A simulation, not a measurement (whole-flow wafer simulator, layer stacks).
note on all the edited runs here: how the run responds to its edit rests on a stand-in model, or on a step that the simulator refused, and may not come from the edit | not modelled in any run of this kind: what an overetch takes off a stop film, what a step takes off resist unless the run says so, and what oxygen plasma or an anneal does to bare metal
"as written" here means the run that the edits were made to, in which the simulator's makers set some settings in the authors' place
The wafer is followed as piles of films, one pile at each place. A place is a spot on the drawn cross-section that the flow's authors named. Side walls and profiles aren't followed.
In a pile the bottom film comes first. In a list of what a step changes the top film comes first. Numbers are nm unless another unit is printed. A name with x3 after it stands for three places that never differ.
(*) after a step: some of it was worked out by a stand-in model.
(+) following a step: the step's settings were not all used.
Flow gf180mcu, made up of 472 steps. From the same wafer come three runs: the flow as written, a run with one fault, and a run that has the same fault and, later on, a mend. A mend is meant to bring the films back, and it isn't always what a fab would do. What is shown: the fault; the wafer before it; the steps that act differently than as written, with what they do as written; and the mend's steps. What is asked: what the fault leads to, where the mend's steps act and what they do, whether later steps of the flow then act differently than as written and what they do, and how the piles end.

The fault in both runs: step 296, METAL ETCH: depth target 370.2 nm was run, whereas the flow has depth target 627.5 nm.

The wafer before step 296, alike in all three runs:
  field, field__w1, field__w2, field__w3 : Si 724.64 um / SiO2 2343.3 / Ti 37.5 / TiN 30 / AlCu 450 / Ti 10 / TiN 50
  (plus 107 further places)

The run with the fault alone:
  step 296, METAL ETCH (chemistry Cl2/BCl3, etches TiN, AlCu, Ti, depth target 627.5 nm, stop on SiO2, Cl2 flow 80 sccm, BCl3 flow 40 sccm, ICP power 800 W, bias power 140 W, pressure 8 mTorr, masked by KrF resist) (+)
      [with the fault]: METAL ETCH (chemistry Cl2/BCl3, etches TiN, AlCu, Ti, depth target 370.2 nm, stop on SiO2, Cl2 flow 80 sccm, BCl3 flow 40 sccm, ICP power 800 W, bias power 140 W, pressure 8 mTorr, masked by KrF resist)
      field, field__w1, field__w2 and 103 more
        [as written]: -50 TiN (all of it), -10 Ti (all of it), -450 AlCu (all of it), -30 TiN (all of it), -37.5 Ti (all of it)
        [with the fault]: -50 TiN (all of it), -10 Ti (all of it), -310.2 AlCu
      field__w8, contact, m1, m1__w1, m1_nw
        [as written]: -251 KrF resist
        [with the fault]: -148.1 KrF resist
  Later steps of the flow acting differently than as written:
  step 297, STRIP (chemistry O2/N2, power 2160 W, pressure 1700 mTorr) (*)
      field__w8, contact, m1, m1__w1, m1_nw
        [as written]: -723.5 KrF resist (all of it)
        [with the fault]: -826.4 KrF resist (all of it)
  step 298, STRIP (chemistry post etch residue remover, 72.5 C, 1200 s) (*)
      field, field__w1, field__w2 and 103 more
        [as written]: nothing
        [with the fault]: -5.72 AlCu
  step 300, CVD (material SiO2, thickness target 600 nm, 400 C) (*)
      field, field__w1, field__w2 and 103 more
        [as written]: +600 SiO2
        [with the fault]: +600 SiO2 (new film)
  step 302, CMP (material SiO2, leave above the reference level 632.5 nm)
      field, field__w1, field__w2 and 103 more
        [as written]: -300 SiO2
        [with the fault]: -501.6 SiO2
  By the end, the piles at field, field__w1, field__w2 and 104 more depart from the flow's by more than 2% or 0.5 nm, whichever is larger.
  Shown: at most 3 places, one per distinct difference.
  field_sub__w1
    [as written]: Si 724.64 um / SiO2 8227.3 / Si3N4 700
    [with the fault]: Si 724.64 um / SiO2 2343.2 / Ti 37.5 / TiN 30 / AlCu 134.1 / SiO2 5682.4 / Si3N4 700
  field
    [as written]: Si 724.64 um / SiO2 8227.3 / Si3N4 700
    [with the fault]: Si 724.64 um / SiO2 2343.3 / Ti 37.5 / TiN 30 / AlCu 134.1 / SiO2 5682.4 / Si3N4 700
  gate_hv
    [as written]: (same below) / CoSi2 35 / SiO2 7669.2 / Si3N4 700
    [with the fault]: (same below) / CoSi2 35 / SiO2 1785.1 / Ti 37.5 / TiN 30 / AlCu 134.1 / SiO2 5682.4 / Si3N4 700

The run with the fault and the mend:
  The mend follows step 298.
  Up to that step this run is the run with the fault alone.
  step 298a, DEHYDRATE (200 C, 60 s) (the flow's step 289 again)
      does not change any film at any place that is followed
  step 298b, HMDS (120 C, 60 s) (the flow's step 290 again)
      does not change any film at any place that is followed
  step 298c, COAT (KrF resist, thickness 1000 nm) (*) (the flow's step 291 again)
      iso_ptap_pw, iso_ntap_nw, iso_nw_fld and 33 more
        +1000 KrF resist (new film)
      field_sub, field_sub__w1, field_sub__w3 and 11 more
        +1002.5 KrF resist (new film)
      field__w5, field__w9, field_sub__w4 and 9 more
        +1002.4 KrF resist (new film)
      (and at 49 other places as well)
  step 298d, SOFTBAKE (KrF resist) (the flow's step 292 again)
      does not change any film at any place that is followed
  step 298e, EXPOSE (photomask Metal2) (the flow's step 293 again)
      does not change any film at any place that is followed
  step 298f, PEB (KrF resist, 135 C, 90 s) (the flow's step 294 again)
      field__w1, field__w2, field__w3 and 58 more
        -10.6 KrF resist
      iso_ptap_pw, iso_ntap_nw, iso_nw_fld and 33 more
        -10.5 KrF resist
      sd_p, nw_sep_fld, polyc_n
        -10.7 KrF resist
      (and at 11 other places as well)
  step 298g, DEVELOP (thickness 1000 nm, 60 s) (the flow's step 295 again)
      iso_ptap_pw, iso_ntap_nw, iso_nw_fld and 33 more
        -989.5 KrF resist (all of it)
      field_sub__w2, field_sub__w4, gate and 10 more
        -991.8 KrF resist (all of it)
      p_well, sti, spacer and 7 more
        -992 KrF resist (all of it)
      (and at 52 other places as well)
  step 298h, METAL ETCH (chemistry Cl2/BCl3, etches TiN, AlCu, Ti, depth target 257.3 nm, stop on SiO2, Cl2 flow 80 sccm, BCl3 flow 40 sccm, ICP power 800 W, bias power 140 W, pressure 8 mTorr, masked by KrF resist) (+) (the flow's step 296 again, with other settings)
      field, field__w1, field__w2 and 103 more
        -134.1 AlCu (all of it), -30 TiN (all of it), -37.5 Ti (all of it)
      field__w8, contact, m1, m1__w1, m1_nw
        -102.9 KrF resist
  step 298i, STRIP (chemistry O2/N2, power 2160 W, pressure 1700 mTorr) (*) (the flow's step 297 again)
      field__w8
        -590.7 KrF resist (all of it)
      contact
        -588.8 KrF resist (all of it)
      m1
        -590.9 KrF resist (all of it)
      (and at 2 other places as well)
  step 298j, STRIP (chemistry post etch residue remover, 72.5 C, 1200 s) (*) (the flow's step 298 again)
      field__w8, contact, m1, m1__w1, m1_nw
        -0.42 TiN
  Every later step of the flow that is run acts as written, at every place that is followed, to within 2% or 0.5 nm, whichever is larger.
  At the end the piles are close to the flow's at the places that both follow, differing by at most 2% or 0.5 nm, whichever is larger.
